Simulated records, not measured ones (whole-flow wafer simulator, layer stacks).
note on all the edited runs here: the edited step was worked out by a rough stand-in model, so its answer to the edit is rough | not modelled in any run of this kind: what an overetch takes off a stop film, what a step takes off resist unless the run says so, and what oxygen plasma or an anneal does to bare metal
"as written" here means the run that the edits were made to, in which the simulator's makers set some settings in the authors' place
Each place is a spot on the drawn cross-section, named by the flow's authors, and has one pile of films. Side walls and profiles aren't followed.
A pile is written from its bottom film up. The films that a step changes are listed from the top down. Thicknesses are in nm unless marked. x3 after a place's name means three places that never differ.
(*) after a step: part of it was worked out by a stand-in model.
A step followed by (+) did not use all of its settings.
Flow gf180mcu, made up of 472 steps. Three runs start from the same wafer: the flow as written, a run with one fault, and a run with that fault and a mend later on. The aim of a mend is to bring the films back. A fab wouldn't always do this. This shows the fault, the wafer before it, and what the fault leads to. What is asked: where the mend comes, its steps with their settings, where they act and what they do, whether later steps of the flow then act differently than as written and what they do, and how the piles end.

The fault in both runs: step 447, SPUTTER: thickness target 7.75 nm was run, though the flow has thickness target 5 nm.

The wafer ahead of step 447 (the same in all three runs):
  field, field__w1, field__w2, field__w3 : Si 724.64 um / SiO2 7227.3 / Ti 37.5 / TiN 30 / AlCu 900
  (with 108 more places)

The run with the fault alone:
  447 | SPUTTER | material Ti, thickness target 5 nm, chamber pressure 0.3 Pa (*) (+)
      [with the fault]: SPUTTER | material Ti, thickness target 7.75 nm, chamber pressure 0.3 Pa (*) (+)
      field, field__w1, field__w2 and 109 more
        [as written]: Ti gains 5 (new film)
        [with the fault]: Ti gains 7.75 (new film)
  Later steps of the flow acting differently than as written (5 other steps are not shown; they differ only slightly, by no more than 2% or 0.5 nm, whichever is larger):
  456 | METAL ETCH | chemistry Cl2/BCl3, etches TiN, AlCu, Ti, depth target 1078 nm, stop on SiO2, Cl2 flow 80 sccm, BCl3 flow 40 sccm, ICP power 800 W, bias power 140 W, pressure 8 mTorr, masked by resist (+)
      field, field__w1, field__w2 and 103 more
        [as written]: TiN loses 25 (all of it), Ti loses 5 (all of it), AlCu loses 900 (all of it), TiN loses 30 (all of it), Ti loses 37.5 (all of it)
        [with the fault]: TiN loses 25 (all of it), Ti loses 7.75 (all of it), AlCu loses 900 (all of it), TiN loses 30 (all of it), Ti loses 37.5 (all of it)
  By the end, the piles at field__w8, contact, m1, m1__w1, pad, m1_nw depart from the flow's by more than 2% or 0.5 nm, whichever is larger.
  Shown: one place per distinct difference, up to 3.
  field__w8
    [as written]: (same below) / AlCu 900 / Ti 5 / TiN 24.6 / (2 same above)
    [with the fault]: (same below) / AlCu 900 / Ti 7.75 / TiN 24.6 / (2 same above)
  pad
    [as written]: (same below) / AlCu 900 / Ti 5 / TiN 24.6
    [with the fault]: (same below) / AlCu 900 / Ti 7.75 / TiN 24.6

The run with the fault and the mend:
  The mend follows step 455.
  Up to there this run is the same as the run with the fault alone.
  456 | METAL ETCH | chemistry Cl2/BCl3, etches TiN, AlCu, Ti, depth target 1080 nm, stop on SiO2, Cl2 flow 80 sccm, BCl3 flow 40 sccm, ICP power 800 W, bias power 140 W, pressure 8 mTorr, masked by resist (+) (the flow's step 456, where the flow has depth target 1078 nm)
      field, field__w1, field__w2 and 103 more
        TiN loses 25 (all of it), Ti loses 7.75 (all of it), AlCu loses 900 (all of it), TiN loses 30 (all of it), Ti loses 37.5 (all of it)
      field__w8, contact, m1, m1__w1, pad, m1_nw
        resist loses 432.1
  None of the later steps of the flow differs from how it acts as written, at any place that is followed, by more than 2% or 0.5 nm, whichever is larger.
  By the end, the piles at field__w8, contact, m1, m1__w1, pad, m1_nw depart from the flow's by more than 2% or 0.5 nm, whichever is larger.
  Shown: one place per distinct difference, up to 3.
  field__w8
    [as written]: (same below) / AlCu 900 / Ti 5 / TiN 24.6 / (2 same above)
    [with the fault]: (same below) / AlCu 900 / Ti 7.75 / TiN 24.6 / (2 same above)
    [with the mend]: (same below) / AlCu 900 / Ti 7.75 / TiN 24.6 / (2 same above)
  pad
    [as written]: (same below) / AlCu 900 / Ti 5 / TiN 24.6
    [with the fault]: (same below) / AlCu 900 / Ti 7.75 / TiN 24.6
    [with the mend]: (same below) / AlCu 900 / Ti 7.75 / TiN 24.6
